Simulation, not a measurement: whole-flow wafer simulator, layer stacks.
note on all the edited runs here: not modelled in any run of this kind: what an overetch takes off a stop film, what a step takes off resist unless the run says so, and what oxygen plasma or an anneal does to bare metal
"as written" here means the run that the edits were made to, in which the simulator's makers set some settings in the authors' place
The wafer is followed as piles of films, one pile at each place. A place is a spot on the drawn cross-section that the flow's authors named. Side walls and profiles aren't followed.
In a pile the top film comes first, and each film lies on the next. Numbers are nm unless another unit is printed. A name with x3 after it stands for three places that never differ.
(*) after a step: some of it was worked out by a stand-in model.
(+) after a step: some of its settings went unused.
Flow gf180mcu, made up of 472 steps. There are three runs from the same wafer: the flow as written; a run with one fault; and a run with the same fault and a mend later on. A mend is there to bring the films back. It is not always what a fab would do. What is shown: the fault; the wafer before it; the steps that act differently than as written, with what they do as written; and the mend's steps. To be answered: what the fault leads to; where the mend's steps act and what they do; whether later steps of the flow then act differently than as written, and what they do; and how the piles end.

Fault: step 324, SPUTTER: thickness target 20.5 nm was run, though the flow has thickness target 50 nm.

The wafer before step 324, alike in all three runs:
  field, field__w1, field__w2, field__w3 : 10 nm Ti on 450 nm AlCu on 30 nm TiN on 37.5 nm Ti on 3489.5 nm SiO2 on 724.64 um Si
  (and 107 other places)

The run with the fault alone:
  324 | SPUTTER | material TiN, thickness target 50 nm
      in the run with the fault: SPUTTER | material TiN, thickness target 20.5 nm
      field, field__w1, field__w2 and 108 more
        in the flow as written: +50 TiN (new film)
        in the run with the fault: +20.5 TiN (new film)
  Later steps of the flow acting differently than as written (not shown: 2 more steps that differ only slightly, by at most 2% or 0.5 nm, whichever is larger):
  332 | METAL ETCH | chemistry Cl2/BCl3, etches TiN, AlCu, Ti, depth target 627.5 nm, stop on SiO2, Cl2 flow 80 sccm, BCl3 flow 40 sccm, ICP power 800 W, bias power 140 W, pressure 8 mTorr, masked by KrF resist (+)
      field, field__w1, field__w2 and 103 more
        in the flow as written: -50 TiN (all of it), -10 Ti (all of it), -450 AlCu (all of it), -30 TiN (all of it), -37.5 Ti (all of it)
        in the run with the fault: -20.5 TiN (all of it), -10 Ti (all of it), -450 AlCu (all of it), -30 TiN (all of it), -37.5 Ti (all of it)
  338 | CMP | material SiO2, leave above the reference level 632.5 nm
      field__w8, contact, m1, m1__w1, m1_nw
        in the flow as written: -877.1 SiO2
        in the run with the fault: -847.6 SiO2
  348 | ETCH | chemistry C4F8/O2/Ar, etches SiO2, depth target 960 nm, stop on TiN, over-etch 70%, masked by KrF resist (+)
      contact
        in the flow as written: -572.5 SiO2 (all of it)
        in the run with the fault: -602 SiO2 (all of it)
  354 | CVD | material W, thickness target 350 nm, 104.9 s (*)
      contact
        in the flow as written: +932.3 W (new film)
        in the run with the fault: +962.1 W (new film)
  At field__w8, contact, m1, m1__w1, m1_nw, the piles at the end differ from the flow's by more than 2% or 0.5 nm, whichever is larger.
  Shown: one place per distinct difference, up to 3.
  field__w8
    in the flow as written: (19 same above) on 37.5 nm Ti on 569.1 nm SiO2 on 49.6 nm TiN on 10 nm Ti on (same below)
    in the run with the fault: (19 same above) on 37.5 nm Ti on 598.6 nm SiO2 on 20.1 nm TiN on 10 nm Ti on (same below)
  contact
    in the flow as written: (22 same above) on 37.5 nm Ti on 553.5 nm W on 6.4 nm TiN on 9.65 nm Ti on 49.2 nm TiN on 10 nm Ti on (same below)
    in the run with the fault: (22 same above) on 37.5 nm Ti on 583.3 nm W on 6.29 nm TiN on 9.49 nm Ti on 19.7 nm TiN on 10 nm Ti on (same below)

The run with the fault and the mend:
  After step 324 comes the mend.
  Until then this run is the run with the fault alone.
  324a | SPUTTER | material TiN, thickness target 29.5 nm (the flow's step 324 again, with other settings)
      field, field__w1, field__w2 and 108 more
        +29.5 TiN
  Later steps of the flow that are run all act as written at every place that is followed.
  By the end, the piles equal the flow's at every place that both follow.
